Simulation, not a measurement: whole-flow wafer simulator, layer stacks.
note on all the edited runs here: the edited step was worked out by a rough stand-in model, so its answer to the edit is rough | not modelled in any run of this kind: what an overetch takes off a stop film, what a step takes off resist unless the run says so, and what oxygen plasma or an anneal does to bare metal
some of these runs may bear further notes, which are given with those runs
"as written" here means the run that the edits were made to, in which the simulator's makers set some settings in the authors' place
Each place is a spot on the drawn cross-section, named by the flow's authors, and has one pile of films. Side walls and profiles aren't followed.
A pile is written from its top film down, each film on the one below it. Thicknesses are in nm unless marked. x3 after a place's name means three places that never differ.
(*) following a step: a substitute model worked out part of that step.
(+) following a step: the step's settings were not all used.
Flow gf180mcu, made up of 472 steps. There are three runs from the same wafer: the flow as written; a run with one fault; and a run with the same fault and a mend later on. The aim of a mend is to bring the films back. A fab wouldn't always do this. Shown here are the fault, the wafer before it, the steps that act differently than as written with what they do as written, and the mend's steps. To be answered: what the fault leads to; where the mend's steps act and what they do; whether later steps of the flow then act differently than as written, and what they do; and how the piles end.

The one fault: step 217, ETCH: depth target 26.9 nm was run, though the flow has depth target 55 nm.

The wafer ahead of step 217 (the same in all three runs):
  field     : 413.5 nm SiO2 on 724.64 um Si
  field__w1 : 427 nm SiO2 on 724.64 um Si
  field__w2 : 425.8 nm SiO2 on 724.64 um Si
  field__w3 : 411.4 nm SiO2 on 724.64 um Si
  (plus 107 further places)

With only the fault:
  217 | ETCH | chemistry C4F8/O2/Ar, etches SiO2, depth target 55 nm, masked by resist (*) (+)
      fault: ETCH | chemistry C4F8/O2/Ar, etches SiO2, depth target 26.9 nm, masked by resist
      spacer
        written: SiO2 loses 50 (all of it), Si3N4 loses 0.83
        fault: SiO2 loses 26.9
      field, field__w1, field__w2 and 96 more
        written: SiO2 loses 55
        fault: SiO2 loses 26.9
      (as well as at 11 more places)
  Steps later in the flow that act otherwise than as written (7 more steps, not shown, differ only slightly: by at most 2% or 0.5 nm, whichever is larger):
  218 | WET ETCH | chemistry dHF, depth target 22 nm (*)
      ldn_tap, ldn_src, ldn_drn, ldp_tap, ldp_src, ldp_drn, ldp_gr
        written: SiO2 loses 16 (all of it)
        fault: SiO2 loses 41
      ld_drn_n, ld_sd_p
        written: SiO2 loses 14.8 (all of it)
        fault: SiO2 loses 40.1
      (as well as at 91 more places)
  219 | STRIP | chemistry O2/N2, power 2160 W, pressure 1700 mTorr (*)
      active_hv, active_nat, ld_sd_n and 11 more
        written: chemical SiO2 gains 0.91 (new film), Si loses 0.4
        fault: nothing
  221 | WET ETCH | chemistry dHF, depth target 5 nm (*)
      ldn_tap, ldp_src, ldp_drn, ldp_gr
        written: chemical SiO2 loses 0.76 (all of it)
        fault: SiO2 loses 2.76 (all of it)
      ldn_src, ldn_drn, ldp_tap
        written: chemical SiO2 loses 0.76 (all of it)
        fault: SiO2 loses 2.75 (all of it)
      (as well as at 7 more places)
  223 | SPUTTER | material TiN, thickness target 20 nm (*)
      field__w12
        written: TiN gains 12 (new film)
        fault: TiN gains 12.7 (new film)
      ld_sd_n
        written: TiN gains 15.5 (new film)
        fault: TiN gains 16.1 (new film)
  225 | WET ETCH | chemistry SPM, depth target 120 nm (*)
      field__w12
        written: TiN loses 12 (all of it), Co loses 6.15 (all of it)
        fault: TiN loses 12.7 (all of it), Co loses 6.46 (all of it)
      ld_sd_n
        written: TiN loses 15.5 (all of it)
        fault: TiN loses 16.1 (all of it)
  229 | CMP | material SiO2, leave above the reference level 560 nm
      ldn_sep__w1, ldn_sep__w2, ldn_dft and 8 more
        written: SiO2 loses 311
        fault: SiO2 loses 321.6
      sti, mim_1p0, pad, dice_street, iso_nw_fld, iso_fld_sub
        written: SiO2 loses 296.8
        fault: SiO2 loses 307.4
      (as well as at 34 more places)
  When the end is reached, the piles differ only a little from the flow's at the places that both follow, at most by 2% or 0.5 nm, whichever is larger.

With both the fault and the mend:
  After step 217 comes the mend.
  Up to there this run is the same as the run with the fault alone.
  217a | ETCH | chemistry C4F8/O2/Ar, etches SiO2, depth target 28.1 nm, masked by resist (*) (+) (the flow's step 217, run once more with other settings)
      field, field__w1, field__w2 and 96 more
        SiO2 loses 28.1
      field__w5, field__w9, field__w13 and 8 more
        resist loses 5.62
      spacer
        SiO2 loses 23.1 (all of it), Si3N4 loses 0.83
  None of the later steps of the flow differs from how it acts as written, at any place that is followed, by more than 2% or 0.5 nm, whichever is larger.
  When the end is reached, the piles differ only a little from the flow's at the places that both follow, at most by 2% or 0.5 nm, whichever is larger.
